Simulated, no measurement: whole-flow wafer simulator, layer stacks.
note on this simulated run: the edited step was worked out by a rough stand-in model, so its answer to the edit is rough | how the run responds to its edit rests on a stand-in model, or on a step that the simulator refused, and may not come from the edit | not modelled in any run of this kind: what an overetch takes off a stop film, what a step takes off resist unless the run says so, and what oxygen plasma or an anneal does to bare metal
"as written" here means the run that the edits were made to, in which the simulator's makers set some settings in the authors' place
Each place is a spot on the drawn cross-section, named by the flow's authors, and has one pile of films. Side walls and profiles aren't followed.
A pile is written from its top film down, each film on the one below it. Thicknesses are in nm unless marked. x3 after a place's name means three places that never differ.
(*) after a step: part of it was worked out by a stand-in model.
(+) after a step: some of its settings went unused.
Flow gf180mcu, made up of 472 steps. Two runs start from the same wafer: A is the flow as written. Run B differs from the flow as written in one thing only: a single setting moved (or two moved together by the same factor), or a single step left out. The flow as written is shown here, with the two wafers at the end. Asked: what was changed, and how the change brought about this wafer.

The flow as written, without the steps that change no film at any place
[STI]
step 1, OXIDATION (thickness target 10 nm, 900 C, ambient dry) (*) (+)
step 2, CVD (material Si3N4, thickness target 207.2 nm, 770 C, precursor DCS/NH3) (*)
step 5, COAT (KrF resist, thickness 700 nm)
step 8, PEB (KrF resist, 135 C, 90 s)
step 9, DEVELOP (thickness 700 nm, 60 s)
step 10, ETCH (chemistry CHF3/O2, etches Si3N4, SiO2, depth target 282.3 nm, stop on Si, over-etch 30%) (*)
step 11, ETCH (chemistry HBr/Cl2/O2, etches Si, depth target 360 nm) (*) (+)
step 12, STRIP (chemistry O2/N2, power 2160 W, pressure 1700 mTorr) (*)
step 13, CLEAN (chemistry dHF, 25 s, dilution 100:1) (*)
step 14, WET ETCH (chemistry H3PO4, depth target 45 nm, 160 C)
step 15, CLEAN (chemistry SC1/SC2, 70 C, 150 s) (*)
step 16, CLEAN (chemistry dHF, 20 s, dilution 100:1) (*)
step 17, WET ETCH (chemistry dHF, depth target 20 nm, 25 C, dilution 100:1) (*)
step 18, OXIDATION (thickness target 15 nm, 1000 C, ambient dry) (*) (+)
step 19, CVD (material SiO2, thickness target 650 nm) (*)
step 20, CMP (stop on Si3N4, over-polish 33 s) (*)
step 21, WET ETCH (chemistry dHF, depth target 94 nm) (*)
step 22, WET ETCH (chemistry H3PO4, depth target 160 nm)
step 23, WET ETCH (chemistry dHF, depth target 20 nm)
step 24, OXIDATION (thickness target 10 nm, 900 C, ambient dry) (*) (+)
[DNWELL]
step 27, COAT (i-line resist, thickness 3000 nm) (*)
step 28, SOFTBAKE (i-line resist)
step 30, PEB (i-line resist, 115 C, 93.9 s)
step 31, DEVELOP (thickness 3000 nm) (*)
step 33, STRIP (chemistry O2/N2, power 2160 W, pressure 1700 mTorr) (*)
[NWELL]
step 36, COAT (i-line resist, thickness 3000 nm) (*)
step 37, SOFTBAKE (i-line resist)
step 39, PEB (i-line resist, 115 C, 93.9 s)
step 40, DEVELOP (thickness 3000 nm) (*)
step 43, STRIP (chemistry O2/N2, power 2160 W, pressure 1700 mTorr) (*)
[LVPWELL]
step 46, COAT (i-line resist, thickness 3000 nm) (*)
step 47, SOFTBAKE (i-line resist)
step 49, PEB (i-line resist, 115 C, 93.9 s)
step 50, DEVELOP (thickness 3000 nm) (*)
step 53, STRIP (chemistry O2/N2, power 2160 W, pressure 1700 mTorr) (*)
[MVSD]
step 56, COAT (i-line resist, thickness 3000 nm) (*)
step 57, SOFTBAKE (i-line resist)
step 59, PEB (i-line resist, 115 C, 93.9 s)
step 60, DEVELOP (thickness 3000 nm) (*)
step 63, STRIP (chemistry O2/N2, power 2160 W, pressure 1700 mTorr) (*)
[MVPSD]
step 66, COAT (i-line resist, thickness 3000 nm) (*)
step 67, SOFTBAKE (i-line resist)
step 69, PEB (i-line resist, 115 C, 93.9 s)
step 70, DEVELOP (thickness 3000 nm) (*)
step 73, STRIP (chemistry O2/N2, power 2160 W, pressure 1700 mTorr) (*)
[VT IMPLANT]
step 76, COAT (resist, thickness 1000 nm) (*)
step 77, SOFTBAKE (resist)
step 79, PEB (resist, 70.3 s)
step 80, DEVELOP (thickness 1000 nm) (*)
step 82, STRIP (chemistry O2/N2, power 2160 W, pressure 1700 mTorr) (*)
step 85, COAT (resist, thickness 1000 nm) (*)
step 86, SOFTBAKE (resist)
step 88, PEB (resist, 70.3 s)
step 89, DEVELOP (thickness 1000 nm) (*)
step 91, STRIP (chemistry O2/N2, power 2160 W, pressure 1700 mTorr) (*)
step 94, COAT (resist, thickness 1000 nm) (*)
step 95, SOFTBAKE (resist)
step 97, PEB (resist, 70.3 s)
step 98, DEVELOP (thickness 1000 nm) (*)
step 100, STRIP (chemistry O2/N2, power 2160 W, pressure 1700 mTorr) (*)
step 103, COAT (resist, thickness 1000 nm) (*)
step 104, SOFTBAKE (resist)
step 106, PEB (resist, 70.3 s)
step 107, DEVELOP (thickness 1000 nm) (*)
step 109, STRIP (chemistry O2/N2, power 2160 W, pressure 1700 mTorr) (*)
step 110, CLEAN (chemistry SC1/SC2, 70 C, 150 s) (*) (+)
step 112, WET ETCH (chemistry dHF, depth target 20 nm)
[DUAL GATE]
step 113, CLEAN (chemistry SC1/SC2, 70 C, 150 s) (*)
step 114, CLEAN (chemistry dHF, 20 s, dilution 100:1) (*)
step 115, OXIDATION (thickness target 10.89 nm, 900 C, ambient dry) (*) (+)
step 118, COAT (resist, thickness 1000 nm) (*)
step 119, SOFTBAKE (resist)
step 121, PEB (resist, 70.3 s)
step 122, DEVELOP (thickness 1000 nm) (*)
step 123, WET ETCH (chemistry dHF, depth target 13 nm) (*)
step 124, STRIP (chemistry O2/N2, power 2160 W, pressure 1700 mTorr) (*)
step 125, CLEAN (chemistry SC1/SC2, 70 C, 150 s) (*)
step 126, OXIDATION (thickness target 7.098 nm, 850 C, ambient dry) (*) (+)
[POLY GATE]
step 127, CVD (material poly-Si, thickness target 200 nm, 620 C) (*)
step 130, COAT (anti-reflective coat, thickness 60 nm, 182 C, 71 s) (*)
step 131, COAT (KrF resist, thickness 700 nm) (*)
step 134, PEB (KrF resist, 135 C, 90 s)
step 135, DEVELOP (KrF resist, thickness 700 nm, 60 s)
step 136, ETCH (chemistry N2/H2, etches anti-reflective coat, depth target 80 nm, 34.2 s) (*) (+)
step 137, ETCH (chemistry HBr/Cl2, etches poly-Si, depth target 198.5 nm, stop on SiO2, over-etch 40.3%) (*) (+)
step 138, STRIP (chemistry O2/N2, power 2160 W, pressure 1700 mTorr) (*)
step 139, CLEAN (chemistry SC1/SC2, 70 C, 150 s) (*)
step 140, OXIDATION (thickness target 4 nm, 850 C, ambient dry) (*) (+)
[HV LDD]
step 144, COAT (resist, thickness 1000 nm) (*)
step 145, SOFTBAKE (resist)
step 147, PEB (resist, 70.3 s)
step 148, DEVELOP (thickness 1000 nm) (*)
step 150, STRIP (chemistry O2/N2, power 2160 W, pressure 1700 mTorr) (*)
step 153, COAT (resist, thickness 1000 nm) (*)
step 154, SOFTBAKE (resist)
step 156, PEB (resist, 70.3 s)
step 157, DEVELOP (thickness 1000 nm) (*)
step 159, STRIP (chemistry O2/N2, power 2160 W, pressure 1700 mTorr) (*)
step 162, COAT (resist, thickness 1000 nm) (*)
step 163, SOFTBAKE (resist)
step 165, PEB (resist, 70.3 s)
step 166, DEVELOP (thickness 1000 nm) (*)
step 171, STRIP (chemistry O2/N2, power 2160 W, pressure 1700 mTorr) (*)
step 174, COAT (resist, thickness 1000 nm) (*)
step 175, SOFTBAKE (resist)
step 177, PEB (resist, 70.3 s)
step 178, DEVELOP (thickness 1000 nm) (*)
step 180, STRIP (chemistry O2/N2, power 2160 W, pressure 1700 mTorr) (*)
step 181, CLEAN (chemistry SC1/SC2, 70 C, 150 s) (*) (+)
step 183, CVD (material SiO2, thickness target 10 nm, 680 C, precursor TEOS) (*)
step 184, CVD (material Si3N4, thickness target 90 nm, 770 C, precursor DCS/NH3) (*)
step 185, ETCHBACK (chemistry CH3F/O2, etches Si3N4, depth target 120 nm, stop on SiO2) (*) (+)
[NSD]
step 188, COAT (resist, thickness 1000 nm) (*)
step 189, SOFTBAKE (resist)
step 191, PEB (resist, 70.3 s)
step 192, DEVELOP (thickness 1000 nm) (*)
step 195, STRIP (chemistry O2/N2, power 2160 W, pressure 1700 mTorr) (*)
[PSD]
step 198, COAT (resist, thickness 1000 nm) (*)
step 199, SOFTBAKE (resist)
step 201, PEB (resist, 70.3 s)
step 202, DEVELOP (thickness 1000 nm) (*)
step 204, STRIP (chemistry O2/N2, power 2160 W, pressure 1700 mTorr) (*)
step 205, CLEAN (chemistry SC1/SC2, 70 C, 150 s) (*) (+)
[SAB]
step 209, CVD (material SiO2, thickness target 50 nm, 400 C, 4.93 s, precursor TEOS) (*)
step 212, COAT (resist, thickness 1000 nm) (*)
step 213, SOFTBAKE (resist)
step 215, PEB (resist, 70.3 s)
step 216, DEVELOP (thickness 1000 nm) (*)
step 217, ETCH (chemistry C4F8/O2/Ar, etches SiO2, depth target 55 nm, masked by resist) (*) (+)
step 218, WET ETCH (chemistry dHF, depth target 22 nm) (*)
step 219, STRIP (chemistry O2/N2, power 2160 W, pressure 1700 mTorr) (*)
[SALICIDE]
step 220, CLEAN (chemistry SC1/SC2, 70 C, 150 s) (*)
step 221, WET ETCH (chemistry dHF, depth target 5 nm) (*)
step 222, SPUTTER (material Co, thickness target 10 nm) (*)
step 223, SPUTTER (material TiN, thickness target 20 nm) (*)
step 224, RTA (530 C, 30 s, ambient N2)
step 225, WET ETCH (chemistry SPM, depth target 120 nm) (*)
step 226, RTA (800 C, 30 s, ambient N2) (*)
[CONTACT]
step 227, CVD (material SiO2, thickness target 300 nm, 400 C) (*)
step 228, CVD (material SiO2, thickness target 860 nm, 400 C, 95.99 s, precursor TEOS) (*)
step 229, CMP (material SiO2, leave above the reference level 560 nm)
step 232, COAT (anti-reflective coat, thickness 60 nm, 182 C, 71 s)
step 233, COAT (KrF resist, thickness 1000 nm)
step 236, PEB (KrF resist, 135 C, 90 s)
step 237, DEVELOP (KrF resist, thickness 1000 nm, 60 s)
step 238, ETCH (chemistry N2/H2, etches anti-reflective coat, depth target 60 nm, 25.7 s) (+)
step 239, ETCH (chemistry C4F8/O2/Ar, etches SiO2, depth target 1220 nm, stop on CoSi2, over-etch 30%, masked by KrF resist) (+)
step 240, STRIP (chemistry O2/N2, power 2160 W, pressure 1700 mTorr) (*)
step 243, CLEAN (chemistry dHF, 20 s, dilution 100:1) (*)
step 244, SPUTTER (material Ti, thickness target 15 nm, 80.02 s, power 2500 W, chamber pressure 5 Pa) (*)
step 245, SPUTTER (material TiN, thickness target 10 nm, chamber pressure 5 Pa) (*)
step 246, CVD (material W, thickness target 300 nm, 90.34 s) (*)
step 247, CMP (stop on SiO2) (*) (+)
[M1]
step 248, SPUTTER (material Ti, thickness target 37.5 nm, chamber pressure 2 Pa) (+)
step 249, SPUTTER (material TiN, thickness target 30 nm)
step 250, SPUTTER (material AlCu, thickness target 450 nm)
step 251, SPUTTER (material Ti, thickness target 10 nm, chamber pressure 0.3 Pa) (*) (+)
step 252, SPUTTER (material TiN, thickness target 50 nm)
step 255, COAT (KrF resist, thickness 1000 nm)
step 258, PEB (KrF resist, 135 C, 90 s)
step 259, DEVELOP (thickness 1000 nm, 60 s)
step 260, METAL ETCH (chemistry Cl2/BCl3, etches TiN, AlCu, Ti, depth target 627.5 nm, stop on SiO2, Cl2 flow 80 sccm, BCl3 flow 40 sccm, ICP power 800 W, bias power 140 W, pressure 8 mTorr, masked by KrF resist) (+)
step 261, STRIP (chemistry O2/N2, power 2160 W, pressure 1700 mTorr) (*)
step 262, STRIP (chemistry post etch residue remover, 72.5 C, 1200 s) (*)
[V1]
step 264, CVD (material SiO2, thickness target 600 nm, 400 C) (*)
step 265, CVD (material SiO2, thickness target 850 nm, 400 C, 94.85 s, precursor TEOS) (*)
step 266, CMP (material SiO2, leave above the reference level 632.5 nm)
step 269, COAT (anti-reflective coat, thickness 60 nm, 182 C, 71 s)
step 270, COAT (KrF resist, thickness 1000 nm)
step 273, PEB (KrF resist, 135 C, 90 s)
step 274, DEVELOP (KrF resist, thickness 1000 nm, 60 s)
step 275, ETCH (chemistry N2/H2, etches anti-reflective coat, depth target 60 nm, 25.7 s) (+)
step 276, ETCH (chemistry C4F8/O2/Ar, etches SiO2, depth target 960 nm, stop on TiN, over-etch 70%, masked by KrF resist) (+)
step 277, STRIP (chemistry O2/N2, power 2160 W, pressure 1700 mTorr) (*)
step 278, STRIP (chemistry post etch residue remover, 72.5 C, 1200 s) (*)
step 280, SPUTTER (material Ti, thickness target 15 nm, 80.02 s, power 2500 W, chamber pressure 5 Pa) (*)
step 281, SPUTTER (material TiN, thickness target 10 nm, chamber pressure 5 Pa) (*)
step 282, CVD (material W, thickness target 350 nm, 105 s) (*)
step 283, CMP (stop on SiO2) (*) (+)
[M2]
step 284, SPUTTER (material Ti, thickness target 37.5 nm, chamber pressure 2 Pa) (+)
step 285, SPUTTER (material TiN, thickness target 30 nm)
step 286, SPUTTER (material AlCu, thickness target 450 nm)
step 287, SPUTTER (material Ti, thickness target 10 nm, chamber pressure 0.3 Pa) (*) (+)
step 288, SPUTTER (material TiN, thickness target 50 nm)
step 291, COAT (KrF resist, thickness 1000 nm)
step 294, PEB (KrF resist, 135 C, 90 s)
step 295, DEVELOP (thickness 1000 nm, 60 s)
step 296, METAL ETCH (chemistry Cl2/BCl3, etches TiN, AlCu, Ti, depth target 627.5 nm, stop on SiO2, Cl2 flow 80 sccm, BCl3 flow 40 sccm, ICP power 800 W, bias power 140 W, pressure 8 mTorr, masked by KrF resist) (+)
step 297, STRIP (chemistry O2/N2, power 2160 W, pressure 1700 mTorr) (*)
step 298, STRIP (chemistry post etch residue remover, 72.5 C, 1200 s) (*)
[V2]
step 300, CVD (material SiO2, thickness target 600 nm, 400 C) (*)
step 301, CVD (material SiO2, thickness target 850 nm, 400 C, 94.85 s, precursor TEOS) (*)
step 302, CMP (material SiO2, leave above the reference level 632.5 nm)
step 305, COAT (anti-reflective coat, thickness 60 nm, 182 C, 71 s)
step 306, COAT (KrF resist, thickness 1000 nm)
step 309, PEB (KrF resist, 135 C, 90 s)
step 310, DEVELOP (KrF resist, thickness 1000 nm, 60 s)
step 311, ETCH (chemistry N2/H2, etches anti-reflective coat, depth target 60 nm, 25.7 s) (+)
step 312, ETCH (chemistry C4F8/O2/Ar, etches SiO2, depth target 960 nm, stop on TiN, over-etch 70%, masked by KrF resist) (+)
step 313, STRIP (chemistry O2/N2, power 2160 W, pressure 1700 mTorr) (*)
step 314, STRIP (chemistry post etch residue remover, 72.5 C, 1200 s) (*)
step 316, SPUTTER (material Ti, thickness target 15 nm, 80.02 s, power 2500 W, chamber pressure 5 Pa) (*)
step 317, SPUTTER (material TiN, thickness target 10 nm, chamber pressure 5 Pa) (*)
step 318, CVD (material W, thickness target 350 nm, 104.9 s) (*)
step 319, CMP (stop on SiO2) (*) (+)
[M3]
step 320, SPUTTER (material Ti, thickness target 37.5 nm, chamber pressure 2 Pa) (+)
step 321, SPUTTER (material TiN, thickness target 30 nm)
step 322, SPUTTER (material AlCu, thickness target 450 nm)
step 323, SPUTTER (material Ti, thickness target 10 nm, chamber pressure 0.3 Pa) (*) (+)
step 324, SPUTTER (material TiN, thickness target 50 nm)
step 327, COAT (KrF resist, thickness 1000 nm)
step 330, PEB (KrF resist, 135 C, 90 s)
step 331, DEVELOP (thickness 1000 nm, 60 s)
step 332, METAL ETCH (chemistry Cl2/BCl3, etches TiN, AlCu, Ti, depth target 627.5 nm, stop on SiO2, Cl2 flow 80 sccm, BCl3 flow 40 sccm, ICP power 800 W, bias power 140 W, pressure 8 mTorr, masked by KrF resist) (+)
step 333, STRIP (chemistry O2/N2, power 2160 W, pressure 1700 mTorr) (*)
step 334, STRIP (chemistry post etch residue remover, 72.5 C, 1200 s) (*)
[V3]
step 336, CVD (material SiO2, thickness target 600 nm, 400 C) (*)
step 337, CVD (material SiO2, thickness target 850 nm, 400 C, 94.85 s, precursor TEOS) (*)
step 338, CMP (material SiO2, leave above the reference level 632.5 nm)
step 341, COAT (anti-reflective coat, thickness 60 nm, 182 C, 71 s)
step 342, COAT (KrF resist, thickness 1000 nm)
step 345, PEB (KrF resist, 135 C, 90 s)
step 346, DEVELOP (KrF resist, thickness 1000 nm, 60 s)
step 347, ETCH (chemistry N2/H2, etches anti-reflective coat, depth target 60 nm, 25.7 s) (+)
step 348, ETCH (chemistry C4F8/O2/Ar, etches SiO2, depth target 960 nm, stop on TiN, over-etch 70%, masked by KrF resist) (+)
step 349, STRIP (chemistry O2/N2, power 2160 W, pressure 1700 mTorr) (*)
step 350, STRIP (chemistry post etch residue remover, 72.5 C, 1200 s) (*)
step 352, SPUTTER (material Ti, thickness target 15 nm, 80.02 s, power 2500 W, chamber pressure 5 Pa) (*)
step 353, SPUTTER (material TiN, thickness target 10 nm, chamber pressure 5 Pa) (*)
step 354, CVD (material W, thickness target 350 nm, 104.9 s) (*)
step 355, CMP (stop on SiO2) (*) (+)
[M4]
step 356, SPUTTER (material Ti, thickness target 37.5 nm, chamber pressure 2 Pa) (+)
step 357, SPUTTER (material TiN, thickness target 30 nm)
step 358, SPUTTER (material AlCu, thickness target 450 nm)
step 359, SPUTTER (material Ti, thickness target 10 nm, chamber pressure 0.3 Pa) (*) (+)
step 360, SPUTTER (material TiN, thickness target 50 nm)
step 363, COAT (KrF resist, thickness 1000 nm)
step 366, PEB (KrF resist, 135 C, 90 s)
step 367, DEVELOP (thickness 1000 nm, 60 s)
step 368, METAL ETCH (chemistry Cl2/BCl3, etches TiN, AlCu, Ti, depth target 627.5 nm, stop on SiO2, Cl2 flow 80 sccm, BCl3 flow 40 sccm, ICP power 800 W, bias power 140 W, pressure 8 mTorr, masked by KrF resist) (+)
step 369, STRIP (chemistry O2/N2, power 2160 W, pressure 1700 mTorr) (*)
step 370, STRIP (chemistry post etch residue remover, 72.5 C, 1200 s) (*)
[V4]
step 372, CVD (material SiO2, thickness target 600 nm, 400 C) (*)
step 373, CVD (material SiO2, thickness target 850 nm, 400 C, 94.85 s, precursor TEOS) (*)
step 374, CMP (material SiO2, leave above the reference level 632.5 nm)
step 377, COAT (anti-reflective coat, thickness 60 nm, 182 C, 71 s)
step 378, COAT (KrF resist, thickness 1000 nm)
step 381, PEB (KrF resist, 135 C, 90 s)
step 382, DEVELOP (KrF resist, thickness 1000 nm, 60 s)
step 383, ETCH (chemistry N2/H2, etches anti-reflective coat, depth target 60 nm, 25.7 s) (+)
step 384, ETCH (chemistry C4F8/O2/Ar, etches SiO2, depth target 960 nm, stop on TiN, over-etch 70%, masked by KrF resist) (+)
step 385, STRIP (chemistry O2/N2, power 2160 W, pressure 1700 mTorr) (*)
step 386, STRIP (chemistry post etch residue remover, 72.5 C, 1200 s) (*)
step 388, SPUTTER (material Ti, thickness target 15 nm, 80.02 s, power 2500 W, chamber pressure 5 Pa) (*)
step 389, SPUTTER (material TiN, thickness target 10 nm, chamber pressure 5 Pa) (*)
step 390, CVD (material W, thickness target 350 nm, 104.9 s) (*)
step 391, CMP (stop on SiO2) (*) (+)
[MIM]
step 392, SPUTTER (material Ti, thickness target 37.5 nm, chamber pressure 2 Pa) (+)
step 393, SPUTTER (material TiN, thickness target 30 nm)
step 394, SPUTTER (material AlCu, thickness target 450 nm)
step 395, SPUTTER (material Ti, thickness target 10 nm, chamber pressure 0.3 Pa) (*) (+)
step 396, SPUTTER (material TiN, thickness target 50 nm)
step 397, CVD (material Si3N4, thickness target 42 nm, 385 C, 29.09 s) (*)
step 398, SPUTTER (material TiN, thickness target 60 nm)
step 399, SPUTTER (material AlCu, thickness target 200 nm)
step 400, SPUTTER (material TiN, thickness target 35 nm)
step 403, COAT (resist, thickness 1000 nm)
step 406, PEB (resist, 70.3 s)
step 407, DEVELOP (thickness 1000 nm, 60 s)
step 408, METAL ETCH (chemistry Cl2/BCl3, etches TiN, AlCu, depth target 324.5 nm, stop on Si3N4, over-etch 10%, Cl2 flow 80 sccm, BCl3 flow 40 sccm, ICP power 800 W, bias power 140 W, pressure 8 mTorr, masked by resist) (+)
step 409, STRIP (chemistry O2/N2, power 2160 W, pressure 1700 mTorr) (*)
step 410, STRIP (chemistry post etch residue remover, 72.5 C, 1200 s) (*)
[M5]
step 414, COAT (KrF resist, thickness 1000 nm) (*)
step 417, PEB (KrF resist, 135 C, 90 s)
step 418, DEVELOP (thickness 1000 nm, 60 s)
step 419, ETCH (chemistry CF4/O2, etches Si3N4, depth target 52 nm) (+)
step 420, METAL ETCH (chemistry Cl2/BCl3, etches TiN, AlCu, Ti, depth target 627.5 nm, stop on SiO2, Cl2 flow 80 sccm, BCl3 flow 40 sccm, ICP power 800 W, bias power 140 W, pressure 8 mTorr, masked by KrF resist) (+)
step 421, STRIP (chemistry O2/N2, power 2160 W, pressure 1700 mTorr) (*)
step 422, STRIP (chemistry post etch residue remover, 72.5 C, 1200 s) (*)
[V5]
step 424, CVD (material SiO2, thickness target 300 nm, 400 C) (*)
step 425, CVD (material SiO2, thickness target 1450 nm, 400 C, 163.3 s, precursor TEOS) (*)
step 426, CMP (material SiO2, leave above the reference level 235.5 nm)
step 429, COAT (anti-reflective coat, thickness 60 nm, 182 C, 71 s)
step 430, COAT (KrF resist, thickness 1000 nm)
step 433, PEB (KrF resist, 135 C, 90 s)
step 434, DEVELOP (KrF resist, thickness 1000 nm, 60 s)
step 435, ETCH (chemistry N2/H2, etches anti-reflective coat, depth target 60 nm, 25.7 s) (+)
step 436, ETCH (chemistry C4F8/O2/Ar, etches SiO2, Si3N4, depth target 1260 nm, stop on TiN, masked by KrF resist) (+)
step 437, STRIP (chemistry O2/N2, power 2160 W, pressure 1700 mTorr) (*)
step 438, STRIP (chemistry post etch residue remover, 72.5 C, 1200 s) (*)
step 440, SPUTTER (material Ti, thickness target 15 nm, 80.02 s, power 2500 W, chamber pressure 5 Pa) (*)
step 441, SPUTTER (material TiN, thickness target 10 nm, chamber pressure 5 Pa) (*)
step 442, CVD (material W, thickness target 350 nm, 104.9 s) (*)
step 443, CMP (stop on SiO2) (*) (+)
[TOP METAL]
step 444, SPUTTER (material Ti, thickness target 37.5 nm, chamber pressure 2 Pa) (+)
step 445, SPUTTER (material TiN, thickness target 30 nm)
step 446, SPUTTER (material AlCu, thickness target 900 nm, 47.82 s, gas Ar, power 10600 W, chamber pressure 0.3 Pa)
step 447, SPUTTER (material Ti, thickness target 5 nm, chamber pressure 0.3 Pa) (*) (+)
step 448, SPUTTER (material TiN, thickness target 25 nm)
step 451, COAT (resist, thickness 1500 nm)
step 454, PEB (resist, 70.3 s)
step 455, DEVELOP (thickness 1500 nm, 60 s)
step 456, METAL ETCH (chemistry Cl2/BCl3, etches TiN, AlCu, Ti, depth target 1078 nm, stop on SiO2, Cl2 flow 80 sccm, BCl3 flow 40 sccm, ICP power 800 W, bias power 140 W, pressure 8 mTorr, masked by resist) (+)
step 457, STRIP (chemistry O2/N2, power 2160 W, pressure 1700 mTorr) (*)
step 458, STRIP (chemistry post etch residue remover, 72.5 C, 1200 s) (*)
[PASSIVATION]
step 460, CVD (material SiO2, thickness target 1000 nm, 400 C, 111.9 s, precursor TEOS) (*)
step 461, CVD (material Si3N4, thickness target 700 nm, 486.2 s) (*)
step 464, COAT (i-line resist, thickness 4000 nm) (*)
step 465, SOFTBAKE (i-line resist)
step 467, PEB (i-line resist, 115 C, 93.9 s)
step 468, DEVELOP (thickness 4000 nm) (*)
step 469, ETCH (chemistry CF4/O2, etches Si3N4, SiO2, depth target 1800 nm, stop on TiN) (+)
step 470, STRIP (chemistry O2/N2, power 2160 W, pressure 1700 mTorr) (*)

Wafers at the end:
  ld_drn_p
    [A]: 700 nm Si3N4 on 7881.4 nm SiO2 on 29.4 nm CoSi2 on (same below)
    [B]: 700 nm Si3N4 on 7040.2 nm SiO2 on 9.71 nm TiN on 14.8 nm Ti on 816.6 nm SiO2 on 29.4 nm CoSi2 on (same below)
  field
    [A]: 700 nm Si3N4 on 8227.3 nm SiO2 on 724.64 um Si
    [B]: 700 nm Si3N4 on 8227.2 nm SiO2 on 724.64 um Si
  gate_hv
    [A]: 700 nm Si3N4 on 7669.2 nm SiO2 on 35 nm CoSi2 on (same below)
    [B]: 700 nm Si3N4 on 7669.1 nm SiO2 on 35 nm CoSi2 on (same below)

What caused this: step 228, CVD: thickness target 580 nm was run, whereas the flow has thickness target 860 nm; step 228, CVD: 64.79 s was run, where the flow has 95.99 s.

Step by step, how the change led to this:
  step 228, CVD (material SiO2, thickness target 860 nm, 400 C, 95.99 s, precursor TEOS) (*)
      field, field__w7, field__w8 and 70 more: A SiO2 gains 860 | B SiO2 gains 586.5
      field__w3, field__w12: A SiO2 gains 807.3 | B SiO2 gains 553.8
      (also at 36 further places)
  step 229, CMP (material SiO2, leave above the reference level 560 nm)
      ld_drift_p, ld_drn_p: A SiO2 loses 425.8 | B nothing
      field__w2: A SiO2 loses 250 | B nothing
      (also at 108 further places)
  step 232, COAT (anti-reflective coat, thickness 60 nm, 182 C, 71 s)
      ld_gate_p, ppoly_sal: A anti-reflective coat gains 60 (new film) | B anti-reflective coat gains 58.4 (new film)
      field__w2: A anti-reflective coat gains 60 (new film) | B anti-reflective coat gains 63.8 (new film)
      (also at 14 further places)
  step 240, STRIP (chemistry O2/N2, power 2160 W, pressure 1700 mTorr) (*)
      field__w2: A KrF resist loses 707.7 (all of it), anti-reflective coat loses 60 (all of it) | B KrF resist loses 707.3 (all of it), anti-reflective coat loses 63.8 (all of it)
      field__w3: A KrF resist loses 707.7 (all of it), anti-reflective coat loses 60 (all of it) | B KrF resist loses 707.6 (all of it), anti-reflective coat loses 79.9 (all of it)
      (also at 15 further places)
  step 244, SPUTTER (material Ti, thickness target 15 nm, 80.02 s, power 2500 W, chamber pressure 5 Pa) (*)
      field__w3: A Ti gains 15 (new film) | B Ti gains 14.3 (new film)
  step 245, SPUTTER (material TiN, thickness target 10 nm, chamber pressure 5 Pa) (*)
      field__w3: A TiN gains 10 (new film) | B TiN gains 9.49 (new film)
  step 247, CMP (stop on SiO2) (*) (+)
      field__w2: A W loses 300 (all of it), TiN loses 10 (all of it), Ti loses 15 (all of it), SiO2 loses 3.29 | B W loses 300 (all of it), TiN loses 10 (all of it), Ti loses 15 (all of it)
      field__w3: A W loses 300 (all of it), TiN loses 10 (all of it), Ti loses 15 (all of it), SiO2 loses 3.29 | B W loses 300.1 (all of it), TiN loses 5.87
      (also at 5 further places)
  step 260, METAL ETCH (chemistry Cl2/BCl3, etches TiN, AlCu, Ti, depth target 627.5 nm, stop on SiO2, Cl2 flow 80 sccm, BCl3 flow 40 sccm, ICP power 800 W, bias power 140 W, pressure 8 mTorr, masked by KrF resist) (+)
      field__w3: A TiN loses 50 (all of it), Ti loses 10 (all of it), AlCu loses 450 (all of it), TiN loses 30 (all of it), Ti loses 37.5 (all of it) | B TiN loses 50 (all of it), Ti loses 10 (all of it), AlCu loses 450 (all of it), TiN loses 30 (all of it), Ti loses 37.5 (all of it), TiN loses 3.62 (all of it), Ti loses 14.3 (all of it)
      field__w12: A TiN loses 50 (all of it), Ti loses 10 (all of it), AlCu loses 450 (all of it), TiN loses 30 (all of it), Ti loses 37.5 (all of it) | B TiN loses 50 (all of it), Ti loses 10 (all of it), AlCu loses 450 (all of it), TiN loses 30 (all of it), Ti loses 37.5 (all of it), TiN loses 3.24 (all of it), Ti loses 14.8 (all of it)
      (also at 3 further places)
  step 262, STRIP (chemistry post etch residue remover, 72.5 C, 1200 s) (*)
      ld_drn_p: A nothing | B W loses 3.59 (all of it), TiN loses 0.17
  step 264, CVD (material SiO2, thickness target 600 nm, 400 C) (*)
      ld_drn_p: A SiO2 gains 600 | B SiO2 gains 600 (new film)
      ld_drift_p: A SiO2 gains 600 | B SiO2 gains 612.3
  step 266, CMP (material SiO2, leave above the reference level 632.5 nm)
      field__w3, field__w12: A SiO2 loses 300 | B SiO2 loses 290.1
      mim: A SiO2 loses 300 | B SiO2 loses 275.9
      (also at 2 further places)
Taking metal films that touch as one body, ld_drn_p has 2 bodies (between them, from the top down: SiO2 816.6); the flow as written gives 1 body.
